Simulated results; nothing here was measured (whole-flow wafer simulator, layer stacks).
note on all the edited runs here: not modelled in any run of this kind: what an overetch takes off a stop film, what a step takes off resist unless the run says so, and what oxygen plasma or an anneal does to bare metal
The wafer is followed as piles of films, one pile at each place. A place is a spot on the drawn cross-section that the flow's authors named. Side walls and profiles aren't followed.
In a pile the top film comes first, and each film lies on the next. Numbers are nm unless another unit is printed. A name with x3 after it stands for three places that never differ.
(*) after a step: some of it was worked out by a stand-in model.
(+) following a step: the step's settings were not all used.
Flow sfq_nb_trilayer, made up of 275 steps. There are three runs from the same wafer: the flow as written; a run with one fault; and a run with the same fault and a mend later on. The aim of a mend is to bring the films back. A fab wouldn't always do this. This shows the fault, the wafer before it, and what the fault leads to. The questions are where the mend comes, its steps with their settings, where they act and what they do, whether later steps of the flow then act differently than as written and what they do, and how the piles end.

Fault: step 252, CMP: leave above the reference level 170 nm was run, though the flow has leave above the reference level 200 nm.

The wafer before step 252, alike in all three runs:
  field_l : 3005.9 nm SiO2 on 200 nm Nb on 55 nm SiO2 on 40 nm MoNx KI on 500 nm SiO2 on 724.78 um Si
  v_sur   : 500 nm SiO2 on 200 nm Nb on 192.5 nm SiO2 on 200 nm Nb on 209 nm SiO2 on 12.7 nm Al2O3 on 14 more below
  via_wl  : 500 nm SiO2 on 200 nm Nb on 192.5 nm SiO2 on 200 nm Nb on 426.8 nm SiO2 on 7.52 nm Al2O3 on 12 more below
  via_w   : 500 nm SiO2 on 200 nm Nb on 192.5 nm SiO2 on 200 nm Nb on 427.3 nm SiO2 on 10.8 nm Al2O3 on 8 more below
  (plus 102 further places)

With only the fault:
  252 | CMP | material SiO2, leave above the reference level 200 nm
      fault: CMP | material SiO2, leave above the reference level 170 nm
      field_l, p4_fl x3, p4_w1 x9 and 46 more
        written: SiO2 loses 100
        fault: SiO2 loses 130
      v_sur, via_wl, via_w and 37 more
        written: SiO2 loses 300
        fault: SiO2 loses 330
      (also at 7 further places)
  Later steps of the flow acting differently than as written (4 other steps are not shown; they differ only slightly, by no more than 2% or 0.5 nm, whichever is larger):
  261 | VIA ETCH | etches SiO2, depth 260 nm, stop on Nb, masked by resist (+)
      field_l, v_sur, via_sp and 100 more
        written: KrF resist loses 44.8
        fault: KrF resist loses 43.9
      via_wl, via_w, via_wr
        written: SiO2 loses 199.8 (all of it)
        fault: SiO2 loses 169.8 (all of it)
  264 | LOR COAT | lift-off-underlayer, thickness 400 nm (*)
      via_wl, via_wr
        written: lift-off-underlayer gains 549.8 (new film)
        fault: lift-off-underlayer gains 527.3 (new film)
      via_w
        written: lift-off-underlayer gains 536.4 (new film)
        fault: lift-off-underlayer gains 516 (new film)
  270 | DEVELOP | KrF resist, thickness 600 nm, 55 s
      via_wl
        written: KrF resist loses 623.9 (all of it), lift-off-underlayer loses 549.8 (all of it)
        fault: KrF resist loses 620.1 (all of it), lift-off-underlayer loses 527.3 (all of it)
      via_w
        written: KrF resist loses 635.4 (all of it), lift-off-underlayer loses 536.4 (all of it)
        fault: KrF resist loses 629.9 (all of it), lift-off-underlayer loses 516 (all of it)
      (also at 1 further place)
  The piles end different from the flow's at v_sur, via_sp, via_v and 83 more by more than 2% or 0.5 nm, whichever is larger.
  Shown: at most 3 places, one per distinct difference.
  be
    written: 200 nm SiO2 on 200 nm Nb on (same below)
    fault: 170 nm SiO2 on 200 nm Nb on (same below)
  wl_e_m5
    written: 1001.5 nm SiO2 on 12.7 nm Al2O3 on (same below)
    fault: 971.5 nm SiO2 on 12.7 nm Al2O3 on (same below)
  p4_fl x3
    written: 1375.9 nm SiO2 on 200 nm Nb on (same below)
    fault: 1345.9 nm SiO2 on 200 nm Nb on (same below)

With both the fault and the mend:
  After step 253 comes the mend.
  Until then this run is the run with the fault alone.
  253a | PECVD | material SiO2, thickness 30 nm, 150 C, 6.667 s, RF power 183.3 W, pressure 2.4 Torr, precursor SiH4/N2O (a further turn of the flow's step 251, with different settings)
      field_l, v_sur, via_wl and 103 more
        SiO2 gains 30
  Later steps of the flow that are run all act as written at every place that is followed.
  At every place that both follow, the piles at the end match the flow's.
